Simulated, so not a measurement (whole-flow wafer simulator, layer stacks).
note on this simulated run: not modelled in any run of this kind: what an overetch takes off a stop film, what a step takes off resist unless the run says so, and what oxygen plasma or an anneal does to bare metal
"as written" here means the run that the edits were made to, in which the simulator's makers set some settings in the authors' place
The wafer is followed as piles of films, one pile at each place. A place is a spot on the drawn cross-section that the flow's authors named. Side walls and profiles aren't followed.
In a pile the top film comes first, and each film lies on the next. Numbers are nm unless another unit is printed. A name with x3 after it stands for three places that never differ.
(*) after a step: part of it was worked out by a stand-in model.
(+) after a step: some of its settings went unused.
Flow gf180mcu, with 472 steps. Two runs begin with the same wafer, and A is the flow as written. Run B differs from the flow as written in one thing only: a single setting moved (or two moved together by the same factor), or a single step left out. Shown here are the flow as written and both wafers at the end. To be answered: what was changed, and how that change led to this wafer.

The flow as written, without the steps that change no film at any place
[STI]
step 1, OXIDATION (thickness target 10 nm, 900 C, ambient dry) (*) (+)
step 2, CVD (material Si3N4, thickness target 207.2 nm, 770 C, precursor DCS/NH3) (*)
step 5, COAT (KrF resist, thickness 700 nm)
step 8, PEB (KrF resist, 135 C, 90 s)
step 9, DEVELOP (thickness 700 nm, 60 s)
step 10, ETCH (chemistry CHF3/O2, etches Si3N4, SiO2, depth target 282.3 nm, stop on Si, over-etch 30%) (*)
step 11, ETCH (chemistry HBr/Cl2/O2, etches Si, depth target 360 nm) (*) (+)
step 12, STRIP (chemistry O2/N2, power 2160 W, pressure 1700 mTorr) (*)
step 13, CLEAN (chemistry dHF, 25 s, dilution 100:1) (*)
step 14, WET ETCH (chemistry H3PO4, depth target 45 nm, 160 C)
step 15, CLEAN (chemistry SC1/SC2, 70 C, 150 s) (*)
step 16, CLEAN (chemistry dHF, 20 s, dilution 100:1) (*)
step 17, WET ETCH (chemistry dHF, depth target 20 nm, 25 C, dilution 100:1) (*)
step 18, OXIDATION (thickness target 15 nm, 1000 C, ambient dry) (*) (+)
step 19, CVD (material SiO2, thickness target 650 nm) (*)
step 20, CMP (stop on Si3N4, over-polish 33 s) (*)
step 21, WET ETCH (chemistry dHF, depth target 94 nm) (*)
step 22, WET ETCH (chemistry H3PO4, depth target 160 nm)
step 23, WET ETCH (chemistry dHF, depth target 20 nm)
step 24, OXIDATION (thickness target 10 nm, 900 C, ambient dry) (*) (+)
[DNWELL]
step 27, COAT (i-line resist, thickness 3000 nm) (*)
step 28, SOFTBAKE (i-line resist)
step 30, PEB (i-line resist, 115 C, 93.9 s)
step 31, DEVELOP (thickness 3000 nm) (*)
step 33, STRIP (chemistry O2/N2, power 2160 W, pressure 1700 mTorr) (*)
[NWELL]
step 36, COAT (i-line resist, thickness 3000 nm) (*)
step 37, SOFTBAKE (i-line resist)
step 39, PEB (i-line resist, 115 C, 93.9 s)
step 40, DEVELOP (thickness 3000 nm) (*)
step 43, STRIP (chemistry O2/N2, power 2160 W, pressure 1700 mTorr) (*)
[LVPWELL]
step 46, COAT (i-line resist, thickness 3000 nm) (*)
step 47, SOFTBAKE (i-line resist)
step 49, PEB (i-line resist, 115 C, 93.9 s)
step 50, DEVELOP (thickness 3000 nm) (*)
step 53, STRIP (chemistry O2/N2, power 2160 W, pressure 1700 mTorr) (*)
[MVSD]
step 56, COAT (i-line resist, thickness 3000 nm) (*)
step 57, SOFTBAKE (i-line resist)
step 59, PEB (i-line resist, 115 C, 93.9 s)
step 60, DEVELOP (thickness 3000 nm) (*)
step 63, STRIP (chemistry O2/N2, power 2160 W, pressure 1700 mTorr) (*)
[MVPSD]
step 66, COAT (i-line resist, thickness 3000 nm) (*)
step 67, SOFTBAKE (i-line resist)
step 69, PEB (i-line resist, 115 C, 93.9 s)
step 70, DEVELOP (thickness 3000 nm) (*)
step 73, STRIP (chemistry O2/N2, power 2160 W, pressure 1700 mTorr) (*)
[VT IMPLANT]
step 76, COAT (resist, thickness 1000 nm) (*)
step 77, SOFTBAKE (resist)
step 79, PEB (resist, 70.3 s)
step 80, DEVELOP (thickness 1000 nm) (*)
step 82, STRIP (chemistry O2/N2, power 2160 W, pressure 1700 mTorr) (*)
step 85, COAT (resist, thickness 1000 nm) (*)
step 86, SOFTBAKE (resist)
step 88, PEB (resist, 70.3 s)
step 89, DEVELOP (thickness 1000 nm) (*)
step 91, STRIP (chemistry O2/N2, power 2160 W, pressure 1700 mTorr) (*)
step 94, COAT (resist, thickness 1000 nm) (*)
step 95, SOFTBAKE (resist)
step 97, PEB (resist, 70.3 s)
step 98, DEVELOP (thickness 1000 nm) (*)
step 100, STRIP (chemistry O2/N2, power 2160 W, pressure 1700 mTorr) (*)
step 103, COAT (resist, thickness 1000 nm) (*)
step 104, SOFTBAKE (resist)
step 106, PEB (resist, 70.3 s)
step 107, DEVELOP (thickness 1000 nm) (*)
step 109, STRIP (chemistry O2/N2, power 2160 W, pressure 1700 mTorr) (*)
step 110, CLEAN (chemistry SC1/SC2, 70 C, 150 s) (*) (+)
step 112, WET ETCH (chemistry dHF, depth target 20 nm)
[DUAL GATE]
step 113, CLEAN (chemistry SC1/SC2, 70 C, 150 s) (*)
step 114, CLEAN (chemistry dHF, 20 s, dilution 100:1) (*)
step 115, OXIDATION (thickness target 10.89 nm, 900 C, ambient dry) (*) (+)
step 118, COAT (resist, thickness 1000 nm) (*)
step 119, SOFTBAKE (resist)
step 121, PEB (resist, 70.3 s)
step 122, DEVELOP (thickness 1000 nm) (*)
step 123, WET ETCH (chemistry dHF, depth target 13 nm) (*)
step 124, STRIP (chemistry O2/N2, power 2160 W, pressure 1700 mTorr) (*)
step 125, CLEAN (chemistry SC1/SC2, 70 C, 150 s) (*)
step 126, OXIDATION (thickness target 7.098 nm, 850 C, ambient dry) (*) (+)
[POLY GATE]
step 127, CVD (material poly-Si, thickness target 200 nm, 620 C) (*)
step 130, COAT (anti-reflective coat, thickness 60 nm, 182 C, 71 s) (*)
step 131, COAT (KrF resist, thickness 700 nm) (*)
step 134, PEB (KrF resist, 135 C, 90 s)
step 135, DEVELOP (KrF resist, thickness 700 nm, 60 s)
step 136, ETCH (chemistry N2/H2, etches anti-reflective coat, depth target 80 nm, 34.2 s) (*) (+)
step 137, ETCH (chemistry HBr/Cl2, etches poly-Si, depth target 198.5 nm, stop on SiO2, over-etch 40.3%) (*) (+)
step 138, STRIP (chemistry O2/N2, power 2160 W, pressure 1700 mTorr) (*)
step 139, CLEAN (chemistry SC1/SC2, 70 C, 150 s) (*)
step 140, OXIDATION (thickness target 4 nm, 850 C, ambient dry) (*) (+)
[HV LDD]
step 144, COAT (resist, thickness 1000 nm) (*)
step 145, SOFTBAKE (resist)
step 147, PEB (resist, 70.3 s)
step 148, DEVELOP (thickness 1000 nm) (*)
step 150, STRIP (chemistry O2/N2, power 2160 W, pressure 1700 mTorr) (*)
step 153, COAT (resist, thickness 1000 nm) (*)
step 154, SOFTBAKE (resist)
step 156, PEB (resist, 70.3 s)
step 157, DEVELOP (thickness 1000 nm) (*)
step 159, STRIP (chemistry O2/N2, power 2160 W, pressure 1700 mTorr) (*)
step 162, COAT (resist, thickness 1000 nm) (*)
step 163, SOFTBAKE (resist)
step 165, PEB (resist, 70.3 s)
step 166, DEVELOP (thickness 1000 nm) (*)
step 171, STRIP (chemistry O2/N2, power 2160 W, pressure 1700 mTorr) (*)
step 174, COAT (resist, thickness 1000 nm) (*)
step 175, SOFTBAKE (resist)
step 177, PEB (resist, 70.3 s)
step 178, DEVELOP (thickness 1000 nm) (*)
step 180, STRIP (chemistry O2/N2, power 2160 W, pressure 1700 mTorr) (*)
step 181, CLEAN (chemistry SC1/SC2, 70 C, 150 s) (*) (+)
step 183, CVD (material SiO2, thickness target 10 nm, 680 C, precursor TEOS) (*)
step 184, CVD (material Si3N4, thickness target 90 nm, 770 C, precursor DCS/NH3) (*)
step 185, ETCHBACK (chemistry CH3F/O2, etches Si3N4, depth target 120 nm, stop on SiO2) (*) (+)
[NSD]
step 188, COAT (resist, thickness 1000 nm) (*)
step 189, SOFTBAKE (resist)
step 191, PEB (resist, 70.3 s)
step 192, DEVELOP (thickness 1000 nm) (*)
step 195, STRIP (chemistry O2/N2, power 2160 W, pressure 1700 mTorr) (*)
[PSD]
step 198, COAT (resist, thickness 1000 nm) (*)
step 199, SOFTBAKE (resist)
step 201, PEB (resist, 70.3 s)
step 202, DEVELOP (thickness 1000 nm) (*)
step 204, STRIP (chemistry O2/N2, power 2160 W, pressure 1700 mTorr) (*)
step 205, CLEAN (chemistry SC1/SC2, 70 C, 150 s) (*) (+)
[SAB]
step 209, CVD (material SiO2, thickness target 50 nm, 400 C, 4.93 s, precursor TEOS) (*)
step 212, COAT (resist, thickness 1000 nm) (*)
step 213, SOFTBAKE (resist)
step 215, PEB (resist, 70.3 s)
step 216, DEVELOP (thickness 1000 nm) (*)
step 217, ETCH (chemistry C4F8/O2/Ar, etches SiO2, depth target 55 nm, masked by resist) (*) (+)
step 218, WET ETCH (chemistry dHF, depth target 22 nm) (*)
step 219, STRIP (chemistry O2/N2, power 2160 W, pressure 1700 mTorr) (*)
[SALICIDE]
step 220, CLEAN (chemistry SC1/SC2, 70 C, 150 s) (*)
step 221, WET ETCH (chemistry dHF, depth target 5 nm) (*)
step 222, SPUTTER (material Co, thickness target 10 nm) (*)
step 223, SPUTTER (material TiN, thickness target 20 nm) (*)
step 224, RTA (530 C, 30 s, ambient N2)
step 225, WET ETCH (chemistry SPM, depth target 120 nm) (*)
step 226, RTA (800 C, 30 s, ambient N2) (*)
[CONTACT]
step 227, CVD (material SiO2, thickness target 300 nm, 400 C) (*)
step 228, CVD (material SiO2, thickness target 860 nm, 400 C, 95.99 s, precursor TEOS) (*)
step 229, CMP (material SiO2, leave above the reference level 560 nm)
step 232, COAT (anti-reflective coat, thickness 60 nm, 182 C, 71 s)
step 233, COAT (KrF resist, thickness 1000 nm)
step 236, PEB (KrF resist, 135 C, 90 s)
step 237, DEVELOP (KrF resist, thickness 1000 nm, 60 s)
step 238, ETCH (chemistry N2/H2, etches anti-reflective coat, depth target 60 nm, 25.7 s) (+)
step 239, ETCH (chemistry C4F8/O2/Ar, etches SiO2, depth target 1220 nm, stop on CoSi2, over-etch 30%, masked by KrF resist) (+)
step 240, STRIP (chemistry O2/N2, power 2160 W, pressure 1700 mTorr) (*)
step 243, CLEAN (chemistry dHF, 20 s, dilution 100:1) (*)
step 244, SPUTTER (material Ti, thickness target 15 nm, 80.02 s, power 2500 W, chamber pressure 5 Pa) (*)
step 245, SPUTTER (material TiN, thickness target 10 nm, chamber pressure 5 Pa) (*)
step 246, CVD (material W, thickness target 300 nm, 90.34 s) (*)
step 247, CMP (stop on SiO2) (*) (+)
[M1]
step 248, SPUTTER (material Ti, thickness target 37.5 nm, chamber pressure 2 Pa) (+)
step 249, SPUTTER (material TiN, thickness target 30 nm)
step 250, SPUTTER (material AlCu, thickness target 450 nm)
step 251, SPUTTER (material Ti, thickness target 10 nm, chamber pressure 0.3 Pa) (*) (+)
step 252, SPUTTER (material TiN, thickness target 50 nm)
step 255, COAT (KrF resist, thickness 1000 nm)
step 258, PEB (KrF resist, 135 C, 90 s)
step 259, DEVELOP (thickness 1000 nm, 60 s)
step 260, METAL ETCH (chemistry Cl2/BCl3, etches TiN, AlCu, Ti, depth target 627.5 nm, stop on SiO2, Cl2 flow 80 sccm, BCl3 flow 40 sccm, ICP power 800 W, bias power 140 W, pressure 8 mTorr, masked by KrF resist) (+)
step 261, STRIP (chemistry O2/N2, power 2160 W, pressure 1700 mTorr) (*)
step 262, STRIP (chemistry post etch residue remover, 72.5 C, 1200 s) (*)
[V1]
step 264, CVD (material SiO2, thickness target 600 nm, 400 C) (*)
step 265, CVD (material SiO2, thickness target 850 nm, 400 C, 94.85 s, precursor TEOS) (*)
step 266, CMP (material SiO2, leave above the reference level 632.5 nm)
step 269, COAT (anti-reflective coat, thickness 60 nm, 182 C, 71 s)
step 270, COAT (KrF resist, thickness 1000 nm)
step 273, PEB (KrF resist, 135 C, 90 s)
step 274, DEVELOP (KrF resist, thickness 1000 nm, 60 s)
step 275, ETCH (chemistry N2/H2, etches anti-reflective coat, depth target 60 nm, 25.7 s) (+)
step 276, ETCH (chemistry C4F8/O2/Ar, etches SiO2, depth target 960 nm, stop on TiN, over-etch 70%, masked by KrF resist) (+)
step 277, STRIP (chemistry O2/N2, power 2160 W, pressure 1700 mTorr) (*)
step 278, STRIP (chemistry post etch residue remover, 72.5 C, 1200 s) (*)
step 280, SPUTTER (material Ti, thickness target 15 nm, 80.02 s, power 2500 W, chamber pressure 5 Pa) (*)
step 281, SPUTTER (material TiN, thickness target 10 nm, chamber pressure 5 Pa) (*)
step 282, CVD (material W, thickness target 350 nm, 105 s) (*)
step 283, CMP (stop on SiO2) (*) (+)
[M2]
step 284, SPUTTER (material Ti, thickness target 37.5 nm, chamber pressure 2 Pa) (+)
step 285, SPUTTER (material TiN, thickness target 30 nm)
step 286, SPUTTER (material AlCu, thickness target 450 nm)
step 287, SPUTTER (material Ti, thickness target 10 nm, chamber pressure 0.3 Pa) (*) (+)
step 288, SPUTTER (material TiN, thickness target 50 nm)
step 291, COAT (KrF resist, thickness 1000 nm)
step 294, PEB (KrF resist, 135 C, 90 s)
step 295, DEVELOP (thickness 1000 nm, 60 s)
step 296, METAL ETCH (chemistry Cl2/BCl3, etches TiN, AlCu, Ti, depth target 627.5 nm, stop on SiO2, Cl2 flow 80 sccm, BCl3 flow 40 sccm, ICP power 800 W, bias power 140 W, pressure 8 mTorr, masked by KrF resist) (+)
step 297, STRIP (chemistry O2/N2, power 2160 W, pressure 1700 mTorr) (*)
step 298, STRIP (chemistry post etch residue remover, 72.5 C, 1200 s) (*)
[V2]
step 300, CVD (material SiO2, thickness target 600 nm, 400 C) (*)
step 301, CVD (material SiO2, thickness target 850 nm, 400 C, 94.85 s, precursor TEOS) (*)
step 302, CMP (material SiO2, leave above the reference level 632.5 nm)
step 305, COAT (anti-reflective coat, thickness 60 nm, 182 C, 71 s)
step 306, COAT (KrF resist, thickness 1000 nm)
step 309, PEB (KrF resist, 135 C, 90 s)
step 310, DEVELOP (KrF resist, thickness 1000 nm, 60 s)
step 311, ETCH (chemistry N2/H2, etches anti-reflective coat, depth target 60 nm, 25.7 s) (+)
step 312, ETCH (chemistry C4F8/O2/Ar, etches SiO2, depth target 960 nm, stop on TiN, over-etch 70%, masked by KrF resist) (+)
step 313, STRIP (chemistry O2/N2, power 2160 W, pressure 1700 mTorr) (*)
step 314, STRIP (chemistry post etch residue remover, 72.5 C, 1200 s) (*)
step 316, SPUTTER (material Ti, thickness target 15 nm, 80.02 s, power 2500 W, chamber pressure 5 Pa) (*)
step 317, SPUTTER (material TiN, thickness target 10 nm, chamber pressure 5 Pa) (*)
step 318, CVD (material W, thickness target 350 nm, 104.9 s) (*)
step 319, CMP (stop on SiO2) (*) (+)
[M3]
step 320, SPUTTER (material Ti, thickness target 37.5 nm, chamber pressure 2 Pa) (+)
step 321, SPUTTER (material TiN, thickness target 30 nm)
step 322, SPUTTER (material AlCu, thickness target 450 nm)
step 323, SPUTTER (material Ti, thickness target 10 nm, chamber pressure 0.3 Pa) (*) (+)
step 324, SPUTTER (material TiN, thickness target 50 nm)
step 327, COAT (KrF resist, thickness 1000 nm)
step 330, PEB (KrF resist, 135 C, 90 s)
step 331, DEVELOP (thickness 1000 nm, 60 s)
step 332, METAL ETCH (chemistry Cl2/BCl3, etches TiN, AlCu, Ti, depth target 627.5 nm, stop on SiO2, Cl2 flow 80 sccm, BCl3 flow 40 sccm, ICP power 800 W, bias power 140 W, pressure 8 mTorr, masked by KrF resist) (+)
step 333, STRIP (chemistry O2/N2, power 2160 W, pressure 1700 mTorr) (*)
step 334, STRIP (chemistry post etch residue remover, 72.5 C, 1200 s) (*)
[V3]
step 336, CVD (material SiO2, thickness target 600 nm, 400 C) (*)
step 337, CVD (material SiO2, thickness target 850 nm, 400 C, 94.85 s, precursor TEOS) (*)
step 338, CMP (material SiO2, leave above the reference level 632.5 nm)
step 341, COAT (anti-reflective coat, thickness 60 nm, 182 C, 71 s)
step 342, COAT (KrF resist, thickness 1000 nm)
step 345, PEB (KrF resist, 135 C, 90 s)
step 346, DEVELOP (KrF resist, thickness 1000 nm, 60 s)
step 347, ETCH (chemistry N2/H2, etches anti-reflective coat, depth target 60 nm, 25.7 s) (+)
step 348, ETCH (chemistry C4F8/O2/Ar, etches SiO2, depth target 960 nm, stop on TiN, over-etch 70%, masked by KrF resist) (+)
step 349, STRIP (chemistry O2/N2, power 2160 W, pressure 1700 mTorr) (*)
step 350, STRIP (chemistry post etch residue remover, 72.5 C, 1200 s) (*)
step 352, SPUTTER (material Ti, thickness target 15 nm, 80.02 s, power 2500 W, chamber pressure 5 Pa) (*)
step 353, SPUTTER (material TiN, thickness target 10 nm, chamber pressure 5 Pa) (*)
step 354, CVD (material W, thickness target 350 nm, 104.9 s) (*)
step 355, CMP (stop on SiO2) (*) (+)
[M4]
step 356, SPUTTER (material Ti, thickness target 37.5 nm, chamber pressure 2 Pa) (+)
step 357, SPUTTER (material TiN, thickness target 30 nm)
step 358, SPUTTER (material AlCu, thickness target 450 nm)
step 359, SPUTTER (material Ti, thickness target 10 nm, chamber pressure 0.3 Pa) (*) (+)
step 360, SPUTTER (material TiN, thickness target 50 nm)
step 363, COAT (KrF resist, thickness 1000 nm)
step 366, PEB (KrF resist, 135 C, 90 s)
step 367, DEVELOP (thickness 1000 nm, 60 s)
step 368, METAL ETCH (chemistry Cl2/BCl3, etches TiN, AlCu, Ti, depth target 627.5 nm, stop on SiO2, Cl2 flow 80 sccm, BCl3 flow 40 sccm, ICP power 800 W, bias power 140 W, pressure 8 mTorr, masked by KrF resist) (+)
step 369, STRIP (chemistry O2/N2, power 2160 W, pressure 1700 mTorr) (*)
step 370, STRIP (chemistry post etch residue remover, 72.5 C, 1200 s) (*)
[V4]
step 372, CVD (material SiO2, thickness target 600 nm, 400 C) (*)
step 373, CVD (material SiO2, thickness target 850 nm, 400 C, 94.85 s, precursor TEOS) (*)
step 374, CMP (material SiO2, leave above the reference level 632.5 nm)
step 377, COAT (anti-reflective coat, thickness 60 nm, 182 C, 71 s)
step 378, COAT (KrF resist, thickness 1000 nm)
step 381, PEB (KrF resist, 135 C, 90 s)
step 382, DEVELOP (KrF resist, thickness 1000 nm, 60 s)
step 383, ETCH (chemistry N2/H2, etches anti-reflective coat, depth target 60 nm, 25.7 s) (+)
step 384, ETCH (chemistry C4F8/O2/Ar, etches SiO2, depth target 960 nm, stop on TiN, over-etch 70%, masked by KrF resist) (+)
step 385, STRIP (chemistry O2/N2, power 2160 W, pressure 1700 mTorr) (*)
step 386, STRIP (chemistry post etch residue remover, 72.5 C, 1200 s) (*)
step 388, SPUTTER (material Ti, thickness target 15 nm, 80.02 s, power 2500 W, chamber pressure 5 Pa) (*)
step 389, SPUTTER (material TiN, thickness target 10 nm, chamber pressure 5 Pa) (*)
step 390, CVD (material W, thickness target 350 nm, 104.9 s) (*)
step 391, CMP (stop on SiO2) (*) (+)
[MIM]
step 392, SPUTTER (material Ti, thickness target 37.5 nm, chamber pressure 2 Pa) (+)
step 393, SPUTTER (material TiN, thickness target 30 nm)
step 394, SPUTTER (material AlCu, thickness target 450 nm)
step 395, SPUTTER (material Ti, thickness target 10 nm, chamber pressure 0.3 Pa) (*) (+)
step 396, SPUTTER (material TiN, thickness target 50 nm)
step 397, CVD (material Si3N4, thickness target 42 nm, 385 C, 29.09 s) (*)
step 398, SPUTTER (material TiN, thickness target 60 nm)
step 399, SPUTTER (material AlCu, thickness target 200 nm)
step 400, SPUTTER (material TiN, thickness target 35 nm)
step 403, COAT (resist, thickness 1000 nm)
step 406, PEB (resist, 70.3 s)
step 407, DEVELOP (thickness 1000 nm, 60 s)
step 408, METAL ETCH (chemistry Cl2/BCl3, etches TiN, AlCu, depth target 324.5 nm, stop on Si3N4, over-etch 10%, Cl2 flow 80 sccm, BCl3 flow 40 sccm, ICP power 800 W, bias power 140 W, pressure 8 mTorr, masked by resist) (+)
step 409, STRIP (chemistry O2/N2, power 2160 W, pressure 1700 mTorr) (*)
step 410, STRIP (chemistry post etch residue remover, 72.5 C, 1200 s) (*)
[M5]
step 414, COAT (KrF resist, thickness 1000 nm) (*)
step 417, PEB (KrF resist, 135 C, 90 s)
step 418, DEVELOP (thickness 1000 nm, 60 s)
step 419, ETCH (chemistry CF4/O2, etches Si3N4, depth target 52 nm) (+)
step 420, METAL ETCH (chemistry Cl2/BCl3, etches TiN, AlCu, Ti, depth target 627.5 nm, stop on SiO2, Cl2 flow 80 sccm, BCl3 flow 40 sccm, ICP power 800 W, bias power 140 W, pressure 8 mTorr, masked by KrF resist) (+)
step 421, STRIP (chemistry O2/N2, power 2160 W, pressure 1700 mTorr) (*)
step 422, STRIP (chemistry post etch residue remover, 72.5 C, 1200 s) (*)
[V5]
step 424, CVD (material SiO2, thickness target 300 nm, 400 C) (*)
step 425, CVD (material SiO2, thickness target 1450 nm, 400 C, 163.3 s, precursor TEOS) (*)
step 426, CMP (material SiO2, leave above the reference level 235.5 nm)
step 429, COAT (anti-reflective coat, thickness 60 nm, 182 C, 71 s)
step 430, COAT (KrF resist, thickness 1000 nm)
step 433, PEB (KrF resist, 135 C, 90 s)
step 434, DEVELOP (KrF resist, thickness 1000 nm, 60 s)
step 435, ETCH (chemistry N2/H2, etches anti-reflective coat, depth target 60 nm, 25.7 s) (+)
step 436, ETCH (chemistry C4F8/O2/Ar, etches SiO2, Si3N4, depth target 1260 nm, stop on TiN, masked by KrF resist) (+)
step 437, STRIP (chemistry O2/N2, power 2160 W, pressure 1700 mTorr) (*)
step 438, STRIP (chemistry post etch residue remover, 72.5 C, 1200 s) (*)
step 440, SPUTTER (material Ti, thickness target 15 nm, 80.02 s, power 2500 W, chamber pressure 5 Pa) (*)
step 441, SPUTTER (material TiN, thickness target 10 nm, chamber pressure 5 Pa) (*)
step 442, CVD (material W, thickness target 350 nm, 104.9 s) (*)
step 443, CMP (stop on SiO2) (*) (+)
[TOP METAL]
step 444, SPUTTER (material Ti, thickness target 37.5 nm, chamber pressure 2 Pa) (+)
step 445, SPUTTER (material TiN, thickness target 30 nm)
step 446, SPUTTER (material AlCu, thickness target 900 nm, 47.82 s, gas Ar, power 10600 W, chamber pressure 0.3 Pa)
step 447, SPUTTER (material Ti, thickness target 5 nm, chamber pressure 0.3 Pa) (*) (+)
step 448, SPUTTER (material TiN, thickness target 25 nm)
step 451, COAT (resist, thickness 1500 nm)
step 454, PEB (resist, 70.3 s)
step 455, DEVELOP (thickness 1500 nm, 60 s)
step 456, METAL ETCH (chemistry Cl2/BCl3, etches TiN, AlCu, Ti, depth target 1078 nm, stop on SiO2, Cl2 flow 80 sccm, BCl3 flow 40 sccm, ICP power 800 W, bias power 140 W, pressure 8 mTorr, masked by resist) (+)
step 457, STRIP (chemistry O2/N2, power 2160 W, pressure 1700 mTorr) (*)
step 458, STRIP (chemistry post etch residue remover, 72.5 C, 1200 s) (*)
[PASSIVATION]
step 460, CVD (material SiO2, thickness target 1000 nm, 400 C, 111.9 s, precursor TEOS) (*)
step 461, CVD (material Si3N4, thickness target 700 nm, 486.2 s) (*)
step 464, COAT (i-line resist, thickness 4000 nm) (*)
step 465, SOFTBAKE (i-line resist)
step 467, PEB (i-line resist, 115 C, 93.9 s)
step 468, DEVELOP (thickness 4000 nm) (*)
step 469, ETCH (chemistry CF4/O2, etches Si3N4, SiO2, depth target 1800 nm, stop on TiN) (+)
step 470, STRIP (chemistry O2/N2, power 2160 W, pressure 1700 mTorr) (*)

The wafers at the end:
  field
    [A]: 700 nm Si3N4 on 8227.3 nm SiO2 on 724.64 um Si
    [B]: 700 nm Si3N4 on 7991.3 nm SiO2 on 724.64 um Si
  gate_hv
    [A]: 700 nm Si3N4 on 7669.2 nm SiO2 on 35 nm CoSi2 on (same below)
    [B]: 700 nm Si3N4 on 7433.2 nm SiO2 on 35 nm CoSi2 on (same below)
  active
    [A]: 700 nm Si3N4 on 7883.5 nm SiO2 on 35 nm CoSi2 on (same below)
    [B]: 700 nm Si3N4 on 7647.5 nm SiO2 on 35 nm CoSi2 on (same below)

The reason: step 394, SPUTTER: thickness target 214 nm was run, though the flow has thickness target 450 nm.

How this came from the change, step by step:
  step 394, SPUTTER (material AlCu, thickness target 450 nm)
      field, field__w1, field__w2 and 108 more: A +450 AlCu (new film) | B +214 AlCu (new film)
  step 420, METAL ETCH (chemistry Cl2/BCl3, etches TiN, AlCu, Ti, depth target 627.5 nm, stop on SiO2, Cl2 flow 80 sccm, BCl3 flow 40 sccm, ICP power 800 W, bias power 140 W, pressure 8 mTorr, masked by KrF resist) (+)
      field, field__w1, field__w2 and 101 more: A -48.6 TiN (all of it), -10 Ti (all of it), -450 AlCu (all of it), -30 TiN (all of it), -37.5 Ti (all of it) | B -48.6 TiN (all of it), -10 Ti (all of it), -214 AlCu (all of it), -30 TiN (all of it), -37.5 Ti (all of it)
      field__w4, field__w8, contact, m1, m1__w1, mim, mim_1p0, m1_nw: A -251 KrF resist | B -204 KrF resist
  step 421, STRIP (chemistry O2/N2, power 2160 W, pressure 1700 mTorr) (*)
      field__w8, m1__w1: A -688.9 KrF resist (all of it) | B -735.8 KrF resist (all of it)
      contact, m1: A -689.3 KrF resist (all of it) | B -736.3 KrF resist (all of it)
      (and at 4 other places as well)
  step 426, CMP (material SiO2, leave above the reference level 235.5 nm)
      field, field__w1, field__w5 and 92 more: A -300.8 SiO2 | B -536.8 SiO2
      field__w2, field__w3, field__w12 and 6 more: A -272.7 SiO2 | B -519.4 SiO2
